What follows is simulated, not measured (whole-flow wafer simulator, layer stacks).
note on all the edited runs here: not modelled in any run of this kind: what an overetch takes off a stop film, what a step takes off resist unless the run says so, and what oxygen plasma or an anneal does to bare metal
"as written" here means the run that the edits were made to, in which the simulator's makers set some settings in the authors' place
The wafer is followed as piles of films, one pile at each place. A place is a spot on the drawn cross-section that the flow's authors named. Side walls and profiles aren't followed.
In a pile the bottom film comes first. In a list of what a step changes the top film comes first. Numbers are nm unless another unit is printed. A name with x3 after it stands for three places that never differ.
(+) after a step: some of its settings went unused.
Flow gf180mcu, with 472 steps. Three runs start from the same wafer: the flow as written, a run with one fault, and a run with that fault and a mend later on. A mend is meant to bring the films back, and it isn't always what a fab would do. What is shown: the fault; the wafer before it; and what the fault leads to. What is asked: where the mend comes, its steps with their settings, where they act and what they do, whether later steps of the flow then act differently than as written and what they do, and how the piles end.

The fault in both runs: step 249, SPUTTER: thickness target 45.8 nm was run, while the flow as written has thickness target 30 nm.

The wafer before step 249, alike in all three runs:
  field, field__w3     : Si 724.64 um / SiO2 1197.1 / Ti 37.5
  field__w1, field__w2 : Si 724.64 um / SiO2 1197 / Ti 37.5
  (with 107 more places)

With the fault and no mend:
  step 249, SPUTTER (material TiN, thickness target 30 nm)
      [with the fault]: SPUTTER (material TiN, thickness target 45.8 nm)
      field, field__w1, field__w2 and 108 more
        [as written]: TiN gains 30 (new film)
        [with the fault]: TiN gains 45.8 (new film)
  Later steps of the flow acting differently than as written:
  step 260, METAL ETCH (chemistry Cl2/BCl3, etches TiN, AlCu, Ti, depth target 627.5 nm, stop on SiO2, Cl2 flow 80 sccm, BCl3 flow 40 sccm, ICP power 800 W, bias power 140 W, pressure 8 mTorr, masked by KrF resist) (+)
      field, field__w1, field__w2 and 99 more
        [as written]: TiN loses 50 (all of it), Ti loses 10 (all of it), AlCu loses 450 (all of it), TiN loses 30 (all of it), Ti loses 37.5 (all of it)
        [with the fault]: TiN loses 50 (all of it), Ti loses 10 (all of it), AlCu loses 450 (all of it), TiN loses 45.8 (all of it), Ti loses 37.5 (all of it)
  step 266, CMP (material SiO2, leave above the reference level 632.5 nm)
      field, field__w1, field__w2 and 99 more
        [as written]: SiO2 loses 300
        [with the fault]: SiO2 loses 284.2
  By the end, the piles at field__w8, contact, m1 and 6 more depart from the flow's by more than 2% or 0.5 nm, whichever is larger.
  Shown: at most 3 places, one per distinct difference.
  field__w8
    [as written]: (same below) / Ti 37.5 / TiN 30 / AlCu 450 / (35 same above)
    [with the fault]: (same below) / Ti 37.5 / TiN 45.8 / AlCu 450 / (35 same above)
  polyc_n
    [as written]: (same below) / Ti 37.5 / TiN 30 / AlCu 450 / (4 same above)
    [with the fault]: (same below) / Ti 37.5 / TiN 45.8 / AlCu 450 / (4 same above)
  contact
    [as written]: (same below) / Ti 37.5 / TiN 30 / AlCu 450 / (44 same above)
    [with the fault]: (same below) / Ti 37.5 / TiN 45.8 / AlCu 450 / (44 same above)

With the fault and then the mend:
  The mend stands after step 249.
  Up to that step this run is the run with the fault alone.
  step 249a, METAL ETCH (chemistry Cl2/BCl3, etches TiN, AlCu, Ti, depth target 15.8 nm, Cl2 flow 80 sccm, BCl3 flow 40 sccm, ICP power 800 W, bias power 140 W, pressure 8 mTorr)
      field, field__w1, field__w2 and 108 more
        TiN loses 15.8
  None of the later steps of the flow acts differently than as written at any place that is followed.
  At every place that both follow, the piles at the end match the flow's.
